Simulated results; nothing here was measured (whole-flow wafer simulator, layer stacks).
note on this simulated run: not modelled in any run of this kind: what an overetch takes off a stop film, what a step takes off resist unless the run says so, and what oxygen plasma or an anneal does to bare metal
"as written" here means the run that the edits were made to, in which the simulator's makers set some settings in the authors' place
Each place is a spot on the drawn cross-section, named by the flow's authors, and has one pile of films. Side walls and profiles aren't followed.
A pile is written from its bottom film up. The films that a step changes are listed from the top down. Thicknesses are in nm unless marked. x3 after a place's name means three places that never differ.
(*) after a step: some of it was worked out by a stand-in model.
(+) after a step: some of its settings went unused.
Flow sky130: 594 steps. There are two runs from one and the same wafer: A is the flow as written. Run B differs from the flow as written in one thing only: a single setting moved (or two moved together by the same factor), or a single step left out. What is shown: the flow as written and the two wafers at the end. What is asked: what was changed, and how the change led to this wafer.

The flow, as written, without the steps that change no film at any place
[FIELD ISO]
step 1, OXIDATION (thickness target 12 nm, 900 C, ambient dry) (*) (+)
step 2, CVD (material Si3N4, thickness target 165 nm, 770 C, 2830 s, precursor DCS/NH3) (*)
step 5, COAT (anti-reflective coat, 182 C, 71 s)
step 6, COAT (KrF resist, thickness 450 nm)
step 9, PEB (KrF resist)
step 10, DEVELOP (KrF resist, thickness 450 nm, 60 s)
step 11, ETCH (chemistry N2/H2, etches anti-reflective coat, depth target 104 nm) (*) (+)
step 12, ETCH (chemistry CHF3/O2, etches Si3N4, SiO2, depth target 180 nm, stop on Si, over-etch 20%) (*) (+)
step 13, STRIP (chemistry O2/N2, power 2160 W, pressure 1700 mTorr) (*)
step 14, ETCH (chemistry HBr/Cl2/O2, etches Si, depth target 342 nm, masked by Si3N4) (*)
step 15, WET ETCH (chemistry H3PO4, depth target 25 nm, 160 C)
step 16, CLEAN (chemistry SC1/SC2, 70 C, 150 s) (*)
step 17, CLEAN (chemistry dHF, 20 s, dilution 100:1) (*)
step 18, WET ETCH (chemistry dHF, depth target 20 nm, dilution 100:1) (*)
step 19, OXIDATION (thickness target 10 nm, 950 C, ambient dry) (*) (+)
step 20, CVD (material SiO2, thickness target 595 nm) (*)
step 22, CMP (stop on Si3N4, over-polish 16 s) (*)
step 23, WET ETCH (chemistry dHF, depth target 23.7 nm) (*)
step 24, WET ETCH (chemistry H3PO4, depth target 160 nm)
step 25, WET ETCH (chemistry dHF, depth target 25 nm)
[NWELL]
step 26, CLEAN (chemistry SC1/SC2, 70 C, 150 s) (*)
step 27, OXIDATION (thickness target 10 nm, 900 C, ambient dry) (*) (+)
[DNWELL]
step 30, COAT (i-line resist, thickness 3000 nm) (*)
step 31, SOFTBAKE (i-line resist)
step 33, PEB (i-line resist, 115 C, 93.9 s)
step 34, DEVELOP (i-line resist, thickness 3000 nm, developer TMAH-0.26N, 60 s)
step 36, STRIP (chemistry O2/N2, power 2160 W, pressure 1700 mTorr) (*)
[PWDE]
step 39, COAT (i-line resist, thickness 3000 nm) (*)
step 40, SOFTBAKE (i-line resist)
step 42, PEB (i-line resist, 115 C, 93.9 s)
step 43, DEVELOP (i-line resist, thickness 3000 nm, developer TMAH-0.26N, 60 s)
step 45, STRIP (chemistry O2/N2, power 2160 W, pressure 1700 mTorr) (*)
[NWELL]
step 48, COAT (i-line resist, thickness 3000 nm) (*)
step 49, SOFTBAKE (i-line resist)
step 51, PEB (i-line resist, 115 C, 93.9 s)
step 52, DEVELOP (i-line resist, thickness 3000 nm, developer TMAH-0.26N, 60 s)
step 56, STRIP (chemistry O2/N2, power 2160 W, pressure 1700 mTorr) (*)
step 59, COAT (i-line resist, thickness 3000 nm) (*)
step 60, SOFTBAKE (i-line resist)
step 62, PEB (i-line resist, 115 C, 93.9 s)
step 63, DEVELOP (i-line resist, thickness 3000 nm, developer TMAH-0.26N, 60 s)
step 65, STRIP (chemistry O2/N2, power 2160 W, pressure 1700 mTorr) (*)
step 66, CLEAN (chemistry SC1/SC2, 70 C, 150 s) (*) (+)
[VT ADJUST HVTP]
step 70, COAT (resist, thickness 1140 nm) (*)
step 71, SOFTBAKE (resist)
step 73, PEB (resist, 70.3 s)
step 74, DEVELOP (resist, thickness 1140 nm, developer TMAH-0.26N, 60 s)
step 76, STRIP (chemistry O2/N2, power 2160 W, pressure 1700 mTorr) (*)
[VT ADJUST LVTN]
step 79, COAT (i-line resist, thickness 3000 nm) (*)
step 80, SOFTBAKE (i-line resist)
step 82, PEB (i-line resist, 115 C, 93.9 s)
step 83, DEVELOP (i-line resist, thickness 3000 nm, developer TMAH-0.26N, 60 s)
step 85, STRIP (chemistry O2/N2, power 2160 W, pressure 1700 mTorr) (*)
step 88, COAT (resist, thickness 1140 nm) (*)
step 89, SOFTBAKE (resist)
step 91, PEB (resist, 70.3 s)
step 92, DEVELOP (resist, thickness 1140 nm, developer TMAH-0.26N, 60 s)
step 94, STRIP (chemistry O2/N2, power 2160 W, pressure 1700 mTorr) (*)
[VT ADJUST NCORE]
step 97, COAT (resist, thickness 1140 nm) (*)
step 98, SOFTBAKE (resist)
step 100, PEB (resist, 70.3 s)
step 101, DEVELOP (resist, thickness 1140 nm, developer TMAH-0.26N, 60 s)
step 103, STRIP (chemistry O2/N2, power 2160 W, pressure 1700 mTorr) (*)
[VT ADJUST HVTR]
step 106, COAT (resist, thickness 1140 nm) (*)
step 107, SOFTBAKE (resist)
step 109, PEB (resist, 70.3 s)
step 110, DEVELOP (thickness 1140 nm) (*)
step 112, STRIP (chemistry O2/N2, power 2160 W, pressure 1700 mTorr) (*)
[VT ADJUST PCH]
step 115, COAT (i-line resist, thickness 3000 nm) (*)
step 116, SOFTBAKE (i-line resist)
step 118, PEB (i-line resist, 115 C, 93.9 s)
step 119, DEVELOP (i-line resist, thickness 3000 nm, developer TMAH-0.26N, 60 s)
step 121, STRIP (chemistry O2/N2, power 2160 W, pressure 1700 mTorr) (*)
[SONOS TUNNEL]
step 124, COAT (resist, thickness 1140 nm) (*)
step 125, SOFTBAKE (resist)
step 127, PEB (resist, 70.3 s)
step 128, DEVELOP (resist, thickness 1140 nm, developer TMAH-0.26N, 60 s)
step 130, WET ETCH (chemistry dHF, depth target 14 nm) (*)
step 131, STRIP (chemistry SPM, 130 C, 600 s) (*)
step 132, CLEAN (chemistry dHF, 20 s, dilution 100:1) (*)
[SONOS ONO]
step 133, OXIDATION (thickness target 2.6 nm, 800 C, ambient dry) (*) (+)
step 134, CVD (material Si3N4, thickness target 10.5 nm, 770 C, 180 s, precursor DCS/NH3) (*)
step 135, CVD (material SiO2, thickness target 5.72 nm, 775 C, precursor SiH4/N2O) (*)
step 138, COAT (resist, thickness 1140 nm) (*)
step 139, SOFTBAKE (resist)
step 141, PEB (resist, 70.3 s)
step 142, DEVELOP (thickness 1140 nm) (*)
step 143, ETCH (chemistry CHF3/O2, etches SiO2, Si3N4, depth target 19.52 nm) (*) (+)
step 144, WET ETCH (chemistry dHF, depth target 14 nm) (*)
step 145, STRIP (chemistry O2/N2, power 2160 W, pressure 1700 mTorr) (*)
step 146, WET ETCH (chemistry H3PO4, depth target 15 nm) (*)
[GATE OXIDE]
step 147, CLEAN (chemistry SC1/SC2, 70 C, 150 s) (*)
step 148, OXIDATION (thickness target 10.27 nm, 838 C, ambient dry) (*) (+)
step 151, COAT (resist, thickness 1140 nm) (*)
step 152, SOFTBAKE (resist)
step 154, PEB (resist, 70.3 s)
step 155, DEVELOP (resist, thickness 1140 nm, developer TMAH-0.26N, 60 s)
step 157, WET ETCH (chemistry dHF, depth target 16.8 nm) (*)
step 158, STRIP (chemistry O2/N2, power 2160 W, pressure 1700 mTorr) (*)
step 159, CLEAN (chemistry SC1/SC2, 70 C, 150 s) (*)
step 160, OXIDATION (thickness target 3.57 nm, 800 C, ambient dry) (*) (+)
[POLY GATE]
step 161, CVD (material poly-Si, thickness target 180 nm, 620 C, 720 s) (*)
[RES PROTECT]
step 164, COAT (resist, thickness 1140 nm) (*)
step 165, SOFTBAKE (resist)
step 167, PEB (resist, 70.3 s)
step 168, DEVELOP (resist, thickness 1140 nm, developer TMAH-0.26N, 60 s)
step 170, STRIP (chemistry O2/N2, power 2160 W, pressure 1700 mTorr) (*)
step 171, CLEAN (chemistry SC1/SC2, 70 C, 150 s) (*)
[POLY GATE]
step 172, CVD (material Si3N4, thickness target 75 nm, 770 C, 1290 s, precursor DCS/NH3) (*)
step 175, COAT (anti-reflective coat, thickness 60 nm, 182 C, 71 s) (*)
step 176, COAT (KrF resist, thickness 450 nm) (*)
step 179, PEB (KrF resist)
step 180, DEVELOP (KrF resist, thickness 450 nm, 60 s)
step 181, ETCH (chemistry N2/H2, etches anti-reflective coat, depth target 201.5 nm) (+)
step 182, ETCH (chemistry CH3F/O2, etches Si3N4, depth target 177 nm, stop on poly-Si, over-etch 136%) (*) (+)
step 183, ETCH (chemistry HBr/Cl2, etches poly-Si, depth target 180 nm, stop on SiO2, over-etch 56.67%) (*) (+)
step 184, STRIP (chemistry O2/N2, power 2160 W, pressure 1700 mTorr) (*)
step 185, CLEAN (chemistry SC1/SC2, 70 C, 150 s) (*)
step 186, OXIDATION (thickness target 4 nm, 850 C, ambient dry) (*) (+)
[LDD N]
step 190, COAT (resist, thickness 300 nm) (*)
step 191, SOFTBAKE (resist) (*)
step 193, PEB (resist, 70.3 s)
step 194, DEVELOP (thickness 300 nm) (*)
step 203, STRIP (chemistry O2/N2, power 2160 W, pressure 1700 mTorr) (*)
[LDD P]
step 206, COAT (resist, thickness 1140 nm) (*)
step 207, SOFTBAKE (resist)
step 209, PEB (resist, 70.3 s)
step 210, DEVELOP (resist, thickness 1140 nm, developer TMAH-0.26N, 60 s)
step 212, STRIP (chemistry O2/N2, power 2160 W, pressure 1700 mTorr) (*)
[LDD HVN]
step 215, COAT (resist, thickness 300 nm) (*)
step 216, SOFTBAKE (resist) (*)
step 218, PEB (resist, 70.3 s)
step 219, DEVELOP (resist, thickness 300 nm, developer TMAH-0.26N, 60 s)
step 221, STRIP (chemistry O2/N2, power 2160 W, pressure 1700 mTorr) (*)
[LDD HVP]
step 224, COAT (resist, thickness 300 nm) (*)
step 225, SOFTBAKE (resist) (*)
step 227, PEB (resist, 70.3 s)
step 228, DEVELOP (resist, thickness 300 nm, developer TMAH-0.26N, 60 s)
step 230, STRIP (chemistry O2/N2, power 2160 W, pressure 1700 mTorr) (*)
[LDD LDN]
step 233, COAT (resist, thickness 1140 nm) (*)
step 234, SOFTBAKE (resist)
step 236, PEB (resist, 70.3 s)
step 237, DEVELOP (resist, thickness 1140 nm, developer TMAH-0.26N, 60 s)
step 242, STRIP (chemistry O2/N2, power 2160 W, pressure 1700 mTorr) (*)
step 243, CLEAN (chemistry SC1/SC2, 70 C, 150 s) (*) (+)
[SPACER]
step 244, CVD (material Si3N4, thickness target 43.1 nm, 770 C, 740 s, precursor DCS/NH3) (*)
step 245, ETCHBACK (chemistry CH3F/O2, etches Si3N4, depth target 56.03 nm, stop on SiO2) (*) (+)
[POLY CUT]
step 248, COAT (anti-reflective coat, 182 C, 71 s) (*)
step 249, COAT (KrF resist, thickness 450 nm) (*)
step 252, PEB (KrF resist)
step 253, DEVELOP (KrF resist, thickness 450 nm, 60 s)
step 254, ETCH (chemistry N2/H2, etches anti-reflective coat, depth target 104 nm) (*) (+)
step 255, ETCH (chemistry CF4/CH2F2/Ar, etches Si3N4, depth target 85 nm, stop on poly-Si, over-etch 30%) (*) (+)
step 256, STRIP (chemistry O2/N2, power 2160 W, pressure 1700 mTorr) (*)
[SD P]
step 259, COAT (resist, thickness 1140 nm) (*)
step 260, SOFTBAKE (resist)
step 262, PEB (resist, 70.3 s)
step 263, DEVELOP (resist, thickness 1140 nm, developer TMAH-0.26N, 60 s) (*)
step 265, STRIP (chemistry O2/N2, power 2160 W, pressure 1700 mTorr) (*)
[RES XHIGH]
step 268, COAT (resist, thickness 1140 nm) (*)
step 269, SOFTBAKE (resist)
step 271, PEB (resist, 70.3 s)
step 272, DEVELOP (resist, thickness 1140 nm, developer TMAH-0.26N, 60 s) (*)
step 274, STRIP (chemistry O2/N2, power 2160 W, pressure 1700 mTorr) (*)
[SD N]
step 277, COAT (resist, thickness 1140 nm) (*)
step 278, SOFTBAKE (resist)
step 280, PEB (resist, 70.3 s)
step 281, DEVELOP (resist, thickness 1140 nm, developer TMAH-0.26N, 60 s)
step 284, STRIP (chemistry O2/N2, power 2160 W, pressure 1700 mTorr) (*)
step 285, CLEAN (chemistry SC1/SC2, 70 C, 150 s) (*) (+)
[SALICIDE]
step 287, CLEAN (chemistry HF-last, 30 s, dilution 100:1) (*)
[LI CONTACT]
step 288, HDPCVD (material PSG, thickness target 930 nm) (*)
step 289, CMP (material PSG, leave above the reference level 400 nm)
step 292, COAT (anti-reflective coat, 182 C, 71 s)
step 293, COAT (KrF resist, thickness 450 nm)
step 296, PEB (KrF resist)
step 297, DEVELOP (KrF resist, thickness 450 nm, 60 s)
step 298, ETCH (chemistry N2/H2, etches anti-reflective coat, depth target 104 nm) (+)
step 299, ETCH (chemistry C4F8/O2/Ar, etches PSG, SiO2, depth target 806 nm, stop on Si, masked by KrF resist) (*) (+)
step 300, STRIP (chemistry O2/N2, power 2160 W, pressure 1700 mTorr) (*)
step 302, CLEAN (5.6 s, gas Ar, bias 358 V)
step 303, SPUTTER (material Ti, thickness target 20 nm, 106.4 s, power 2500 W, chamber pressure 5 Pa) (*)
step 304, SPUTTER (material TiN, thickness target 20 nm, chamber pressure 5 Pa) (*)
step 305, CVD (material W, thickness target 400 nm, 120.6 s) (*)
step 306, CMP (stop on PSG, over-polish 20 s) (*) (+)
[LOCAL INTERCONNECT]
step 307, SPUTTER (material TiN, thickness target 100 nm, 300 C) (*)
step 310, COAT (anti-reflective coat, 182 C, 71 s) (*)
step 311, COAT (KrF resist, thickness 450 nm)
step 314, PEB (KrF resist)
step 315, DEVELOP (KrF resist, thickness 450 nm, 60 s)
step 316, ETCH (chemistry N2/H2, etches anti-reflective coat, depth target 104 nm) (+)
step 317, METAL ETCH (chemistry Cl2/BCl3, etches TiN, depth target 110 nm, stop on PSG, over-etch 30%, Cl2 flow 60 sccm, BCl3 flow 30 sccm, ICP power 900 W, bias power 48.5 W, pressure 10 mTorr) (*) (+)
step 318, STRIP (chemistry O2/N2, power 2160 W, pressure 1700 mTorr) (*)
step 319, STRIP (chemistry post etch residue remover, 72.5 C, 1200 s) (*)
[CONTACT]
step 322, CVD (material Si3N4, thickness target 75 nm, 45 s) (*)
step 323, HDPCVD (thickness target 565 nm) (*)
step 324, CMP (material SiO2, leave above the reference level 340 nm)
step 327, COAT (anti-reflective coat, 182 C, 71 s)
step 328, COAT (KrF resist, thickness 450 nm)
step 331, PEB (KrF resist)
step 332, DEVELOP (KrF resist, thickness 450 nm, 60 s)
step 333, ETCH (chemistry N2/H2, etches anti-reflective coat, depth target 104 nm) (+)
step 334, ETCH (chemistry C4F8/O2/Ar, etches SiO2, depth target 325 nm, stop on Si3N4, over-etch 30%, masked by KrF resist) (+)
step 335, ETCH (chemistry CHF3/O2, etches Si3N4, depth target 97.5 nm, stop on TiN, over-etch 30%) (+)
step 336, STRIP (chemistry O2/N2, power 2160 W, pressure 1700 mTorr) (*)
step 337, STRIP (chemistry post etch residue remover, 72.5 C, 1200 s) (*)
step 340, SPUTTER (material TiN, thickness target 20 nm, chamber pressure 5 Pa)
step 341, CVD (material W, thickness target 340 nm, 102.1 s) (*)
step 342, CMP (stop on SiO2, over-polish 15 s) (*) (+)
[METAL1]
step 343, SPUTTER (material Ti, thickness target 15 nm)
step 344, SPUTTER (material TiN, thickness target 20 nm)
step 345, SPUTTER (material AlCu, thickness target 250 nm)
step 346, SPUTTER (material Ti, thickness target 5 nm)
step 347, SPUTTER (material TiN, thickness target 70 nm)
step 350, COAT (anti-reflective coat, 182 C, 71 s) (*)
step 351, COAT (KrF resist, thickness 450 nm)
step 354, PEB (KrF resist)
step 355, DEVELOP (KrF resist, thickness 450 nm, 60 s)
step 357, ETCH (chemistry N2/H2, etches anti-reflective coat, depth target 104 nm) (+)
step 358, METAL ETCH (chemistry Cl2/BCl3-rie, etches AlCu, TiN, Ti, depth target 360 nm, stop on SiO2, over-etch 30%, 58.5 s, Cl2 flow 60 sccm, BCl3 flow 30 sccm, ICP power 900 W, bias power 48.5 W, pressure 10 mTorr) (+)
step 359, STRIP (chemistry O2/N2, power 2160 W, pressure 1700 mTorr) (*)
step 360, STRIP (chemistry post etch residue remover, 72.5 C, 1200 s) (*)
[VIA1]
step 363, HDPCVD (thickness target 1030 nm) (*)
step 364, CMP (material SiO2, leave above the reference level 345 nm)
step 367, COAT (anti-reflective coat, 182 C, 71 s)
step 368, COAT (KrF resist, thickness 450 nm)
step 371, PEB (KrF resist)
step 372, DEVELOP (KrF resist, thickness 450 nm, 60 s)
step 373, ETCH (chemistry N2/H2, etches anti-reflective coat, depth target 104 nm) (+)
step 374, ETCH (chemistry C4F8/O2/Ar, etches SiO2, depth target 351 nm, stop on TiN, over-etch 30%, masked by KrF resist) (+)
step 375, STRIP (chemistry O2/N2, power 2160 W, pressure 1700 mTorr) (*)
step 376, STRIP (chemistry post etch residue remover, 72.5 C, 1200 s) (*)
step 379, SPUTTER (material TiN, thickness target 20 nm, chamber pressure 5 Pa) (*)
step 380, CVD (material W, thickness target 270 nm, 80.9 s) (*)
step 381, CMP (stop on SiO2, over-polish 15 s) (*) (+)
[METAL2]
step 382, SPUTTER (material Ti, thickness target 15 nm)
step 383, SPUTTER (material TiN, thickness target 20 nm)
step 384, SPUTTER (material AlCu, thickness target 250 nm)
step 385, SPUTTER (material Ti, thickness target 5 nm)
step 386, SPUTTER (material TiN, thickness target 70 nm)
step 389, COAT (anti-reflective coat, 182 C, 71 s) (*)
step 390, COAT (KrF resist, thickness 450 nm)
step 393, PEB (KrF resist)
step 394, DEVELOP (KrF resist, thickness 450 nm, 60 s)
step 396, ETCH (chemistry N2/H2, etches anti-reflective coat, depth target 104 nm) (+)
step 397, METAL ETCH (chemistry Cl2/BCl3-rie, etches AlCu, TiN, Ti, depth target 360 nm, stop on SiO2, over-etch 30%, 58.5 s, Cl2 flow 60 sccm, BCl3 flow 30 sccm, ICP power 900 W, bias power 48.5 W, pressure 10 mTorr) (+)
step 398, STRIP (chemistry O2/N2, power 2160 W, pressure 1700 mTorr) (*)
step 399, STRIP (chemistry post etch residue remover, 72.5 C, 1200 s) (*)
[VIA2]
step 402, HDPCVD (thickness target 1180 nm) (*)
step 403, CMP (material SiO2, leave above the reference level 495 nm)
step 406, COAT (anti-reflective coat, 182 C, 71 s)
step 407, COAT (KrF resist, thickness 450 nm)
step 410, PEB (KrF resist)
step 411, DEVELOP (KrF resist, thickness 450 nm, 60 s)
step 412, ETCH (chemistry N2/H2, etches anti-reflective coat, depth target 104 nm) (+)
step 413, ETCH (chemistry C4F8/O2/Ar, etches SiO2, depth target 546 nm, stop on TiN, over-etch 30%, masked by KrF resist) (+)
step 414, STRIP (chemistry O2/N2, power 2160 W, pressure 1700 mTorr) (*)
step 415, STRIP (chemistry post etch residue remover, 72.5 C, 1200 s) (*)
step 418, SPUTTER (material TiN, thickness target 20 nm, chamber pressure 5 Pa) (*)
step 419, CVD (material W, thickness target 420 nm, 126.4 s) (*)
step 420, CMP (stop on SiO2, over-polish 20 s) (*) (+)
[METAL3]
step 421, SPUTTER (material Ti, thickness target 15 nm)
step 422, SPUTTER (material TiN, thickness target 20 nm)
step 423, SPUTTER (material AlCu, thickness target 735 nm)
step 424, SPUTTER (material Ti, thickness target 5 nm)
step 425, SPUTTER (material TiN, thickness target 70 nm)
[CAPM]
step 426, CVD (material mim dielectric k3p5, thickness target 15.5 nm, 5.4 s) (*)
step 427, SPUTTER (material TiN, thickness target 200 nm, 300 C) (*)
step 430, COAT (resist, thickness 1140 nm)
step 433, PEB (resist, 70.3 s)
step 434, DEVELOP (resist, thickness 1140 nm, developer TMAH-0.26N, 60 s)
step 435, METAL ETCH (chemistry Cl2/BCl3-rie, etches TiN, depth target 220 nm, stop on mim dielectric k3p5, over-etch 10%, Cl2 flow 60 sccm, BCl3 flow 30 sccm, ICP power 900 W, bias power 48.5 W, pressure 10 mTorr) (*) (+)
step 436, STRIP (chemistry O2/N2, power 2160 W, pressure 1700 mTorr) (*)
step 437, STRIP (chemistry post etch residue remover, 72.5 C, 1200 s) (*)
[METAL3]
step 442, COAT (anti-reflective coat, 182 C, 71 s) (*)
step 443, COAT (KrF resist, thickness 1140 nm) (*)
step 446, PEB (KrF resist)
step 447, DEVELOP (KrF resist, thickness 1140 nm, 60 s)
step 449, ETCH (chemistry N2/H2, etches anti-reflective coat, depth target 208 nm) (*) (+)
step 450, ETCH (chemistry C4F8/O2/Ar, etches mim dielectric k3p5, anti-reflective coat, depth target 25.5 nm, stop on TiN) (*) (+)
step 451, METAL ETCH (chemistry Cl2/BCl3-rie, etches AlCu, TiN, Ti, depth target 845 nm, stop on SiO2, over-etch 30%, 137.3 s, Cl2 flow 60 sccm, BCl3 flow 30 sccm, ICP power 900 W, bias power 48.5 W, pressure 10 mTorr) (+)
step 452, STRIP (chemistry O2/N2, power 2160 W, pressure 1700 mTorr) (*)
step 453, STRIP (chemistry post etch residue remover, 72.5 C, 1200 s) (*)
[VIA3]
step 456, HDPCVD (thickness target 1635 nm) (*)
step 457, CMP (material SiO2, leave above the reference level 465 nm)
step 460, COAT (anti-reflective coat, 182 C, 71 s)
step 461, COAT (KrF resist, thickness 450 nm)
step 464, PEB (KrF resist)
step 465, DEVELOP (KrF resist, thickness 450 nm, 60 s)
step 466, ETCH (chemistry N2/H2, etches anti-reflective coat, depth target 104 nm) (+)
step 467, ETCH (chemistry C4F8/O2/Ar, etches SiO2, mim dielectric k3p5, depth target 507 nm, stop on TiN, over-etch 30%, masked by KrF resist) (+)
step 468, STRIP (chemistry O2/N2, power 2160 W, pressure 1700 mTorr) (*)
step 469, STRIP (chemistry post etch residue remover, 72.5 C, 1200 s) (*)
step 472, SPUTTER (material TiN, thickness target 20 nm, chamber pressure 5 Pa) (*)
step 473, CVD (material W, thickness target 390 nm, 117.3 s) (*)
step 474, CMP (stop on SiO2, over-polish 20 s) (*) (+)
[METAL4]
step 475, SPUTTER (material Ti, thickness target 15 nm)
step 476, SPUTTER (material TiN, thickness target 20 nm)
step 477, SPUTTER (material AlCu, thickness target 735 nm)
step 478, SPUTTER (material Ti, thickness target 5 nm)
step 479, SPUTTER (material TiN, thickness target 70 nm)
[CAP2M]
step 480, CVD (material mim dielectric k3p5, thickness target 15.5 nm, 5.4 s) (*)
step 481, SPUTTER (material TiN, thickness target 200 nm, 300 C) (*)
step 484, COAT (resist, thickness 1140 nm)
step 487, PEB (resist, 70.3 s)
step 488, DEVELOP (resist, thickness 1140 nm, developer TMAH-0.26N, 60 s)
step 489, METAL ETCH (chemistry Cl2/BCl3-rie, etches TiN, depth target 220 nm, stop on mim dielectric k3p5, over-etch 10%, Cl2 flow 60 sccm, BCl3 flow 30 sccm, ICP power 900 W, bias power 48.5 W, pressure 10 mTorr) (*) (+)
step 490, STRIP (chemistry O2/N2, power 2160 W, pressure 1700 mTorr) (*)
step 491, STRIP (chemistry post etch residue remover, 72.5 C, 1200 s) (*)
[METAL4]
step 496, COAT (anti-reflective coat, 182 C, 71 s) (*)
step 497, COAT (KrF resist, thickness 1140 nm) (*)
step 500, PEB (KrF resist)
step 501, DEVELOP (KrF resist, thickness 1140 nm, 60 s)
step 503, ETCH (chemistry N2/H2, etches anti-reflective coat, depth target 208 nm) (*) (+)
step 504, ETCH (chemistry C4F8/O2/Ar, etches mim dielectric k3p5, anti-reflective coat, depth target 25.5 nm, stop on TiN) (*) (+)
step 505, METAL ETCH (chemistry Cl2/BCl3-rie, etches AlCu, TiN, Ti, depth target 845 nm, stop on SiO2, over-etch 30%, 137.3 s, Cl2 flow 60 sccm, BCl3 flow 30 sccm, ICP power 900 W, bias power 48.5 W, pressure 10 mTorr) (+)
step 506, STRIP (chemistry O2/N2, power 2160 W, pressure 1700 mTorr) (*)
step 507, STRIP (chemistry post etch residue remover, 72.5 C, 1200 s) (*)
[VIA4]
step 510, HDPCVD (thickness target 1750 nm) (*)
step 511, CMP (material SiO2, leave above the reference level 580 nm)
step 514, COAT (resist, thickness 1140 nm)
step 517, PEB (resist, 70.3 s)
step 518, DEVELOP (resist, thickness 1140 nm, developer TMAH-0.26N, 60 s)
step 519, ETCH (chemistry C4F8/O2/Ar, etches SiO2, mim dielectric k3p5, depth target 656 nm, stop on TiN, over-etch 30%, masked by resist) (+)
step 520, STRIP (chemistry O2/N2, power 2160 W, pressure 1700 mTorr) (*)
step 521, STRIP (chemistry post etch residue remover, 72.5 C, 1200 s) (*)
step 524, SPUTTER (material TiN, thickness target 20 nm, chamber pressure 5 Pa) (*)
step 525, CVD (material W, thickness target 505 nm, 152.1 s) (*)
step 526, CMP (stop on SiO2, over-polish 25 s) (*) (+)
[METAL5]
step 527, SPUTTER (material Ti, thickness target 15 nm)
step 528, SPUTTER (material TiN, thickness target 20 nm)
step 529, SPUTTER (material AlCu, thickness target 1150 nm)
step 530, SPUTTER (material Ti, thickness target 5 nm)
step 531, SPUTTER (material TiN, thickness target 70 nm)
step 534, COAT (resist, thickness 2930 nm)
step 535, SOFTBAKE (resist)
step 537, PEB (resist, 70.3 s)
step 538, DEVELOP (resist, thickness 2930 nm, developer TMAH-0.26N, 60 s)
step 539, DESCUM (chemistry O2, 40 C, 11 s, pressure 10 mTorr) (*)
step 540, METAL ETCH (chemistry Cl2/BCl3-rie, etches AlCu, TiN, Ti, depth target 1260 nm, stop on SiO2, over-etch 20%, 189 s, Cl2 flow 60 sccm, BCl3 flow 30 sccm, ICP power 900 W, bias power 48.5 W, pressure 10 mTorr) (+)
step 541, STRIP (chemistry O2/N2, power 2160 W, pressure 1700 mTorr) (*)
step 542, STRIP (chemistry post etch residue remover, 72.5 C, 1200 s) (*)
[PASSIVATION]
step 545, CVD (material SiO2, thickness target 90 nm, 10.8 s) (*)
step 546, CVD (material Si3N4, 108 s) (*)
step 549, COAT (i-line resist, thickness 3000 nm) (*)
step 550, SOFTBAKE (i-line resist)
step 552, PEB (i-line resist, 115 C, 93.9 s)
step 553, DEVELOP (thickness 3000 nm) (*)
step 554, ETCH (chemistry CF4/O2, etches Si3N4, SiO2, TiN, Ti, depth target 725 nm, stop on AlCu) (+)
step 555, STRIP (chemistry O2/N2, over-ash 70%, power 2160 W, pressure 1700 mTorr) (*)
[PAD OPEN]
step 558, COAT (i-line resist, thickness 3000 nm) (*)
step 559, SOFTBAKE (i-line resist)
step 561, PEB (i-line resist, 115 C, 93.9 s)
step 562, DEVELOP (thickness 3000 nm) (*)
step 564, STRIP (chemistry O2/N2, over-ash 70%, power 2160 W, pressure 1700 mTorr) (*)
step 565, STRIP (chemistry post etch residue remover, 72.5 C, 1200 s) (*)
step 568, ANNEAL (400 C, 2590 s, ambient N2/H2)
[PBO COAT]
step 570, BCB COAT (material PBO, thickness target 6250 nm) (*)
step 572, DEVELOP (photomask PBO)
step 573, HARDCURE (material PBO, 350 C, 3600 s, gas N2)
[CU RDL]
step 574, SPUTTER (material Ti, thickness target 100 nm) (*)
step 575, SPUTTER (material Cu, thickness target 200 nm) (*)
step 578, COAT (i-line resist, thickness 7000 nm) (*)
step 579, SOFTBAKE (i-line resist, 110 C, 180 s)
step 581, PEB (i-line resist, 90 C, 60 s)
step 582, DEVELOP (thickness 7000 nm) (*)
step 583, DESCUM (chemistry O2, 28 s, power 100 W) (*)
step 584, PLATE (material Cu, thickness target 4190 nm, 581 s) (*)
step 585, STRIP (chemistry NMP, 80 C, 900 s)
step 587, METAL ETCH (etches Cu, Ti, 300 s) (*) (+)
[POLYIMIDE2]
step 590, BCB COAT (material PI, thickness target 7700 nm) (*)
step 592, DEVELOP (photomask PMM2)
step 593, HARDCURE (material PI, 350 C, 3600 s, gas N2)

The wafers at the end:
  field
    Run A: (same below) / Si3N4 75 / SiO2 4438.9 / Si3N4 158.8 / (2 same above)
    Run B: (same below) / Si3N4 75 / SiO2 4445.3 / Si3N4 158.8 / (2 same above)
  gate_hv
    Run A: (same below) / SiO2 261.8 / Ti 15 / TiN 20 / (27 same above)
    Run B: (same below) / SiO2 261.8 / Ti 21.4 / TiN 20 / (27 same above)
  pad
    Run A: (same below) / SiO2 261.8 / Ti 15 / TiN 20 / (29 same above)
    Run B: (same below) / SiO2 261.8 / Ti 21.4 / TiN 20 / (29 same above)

What caused this: step 343, SPUTTER: thickness target 21.4 nm was run, while the flow as written has thickness target 15 nm.
One can read it off the wafer: gate_hv has Ti 21.4, and step 343 as written asks for 15 nm.

The path from the change to this, step by step:
  step 343, SPUTTER (material Ti, thickness target 15 nm)
      field, active, n_well and 188 more: A Ti gains 15 (new film) | B Ti gains 21.4 (new film)
  step 358, METAL ETCH (chemistry Cl2/BCl3-rie, etches AlCu, TiN, Ti, depth target 360 nm, stop on SiO2, over-etch 30%, 58.5 s, Cl2 flow 60 sccm, BCl3 flow 30 sccm, ICP power 900 W, bias power 48.5 W, pressure 10 mTorr) (+)
      field, active, gate and 81 more: A TiN loses 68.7 (all of it), Ti loses 5 (all of it), AlCu loses 250 (all of it), TiN loses 20 (all of it), Ti loses 15 (all of it), SiO2 loses 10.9 | B TiN loses 68.7 (all of it), Ti loses 5 (all of it), AlCu loses 250 (all of it), TiN loses 20 (all of it), Ti loses 21.4 (all of it), SiO2 loses 10.3
